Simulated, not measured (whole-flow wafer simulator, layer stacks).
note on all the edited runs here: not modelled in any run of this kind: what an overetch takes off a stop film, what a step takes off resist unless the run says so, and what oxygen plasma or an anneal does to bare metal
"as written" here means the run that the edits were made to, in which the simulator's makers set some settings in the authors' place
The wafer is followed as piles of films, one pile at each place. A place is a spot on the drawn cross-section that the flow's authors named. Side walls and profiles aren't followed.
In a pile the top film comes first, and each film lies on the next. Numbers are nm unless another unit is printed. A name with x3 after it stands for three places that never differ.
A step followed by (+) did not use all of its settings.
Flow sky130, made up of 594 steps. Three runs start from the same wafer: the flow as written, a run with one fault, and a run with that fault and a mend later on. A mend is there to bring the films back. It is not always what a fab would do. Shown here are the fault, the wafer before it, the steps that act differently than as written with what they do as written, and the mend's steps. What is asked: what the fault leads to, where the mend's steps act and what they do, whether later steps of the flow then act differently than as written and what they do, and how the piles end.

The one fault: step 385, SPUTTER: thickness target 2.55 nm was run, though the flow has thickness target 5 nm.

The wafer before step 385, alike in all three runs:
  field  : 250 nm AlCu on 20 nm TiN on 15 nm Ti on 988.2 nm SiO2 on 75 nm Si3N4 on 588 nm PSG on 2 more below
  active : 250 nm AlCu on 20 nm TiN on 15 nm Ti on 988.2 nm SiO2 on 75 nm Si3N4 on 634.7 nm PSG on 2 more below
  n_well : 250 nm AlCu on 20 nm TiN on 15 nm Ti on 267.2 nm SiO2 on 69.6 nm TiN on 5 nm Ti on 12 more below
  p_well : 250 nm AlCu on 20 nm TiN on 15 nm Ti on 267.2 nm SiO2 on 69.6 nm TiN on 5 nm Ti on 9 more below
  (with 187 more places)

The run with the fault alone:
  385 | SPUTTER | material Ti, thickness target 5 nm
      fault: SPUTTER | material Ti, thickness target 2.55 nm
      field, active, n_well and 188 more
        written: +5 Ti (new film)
        fault: +2.55 Ti (new film)
  Later steps of the flow acting differently than as written (13 other steps are not shown; they differ only slightly, by no more than 2% or 0.5 nm, whichever is larger):
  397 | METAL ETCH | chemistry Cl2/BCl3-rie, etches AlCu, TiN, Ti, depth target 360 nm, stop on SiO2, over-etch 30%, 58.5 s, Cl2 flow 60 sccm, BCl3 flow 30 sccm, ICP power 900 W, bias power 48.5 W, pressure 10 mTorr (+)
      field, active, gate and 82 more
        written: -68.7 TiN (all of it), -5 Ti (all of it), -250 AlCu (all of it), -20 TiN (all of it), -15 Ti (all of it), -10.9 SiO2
        fault: -68.7 TiN (all of it), -2.55 Ti (all of it), -250 AlCu (all of it), -20 TiN (all of it), -15 Ti (all of it), -11.2 SiO2
  By the end, the piles at n_well, p_well, gate_hv and 103 more depart from the flow's by more than 2% or 0.5 nm, whichever is larger.
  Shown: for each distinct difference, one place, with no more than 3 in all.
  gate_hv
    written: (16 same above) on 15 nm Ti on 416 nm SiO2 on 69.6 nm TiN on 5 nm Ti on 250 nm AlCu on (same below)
    fault: (16 same above) on 15 nm Ti on 418.5 nm SiO2 on 69.6 nm TiN on 2.55 nm Ti on 250 nm AlCu on (same below)
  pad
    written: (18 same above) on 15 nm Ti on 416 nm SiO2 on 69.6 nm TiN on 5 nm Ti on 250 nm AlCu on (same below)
    fault: (18 same above) on 15 nm Ti on 418.5 nm SiO2 on 69.6 nm TiN on 2.55 nm Ti on 250 nm AlCu on (same below)
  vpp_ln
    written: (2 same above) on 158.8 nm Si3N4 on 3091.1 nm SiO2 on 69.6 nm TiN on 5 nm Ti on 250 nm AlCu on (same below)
    fault: (2 same above) on 158.8 nm Si3N4 on 3093.6 nm SiO2 on 69.6 nm TiN on 2.55 nm Ti on 250 nm AlCu on (same below)

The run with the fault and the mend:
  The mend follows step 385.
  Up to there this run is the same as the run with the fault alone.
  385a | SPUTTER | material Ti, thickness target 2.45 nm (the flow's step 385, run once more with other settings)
      field, active, n_well and 188 more
        +2.45 Ti
  None of the later steps of the flow acts differently than as written at any place that is followed.
  At every place that both follow, the piles at the end match the flow's.
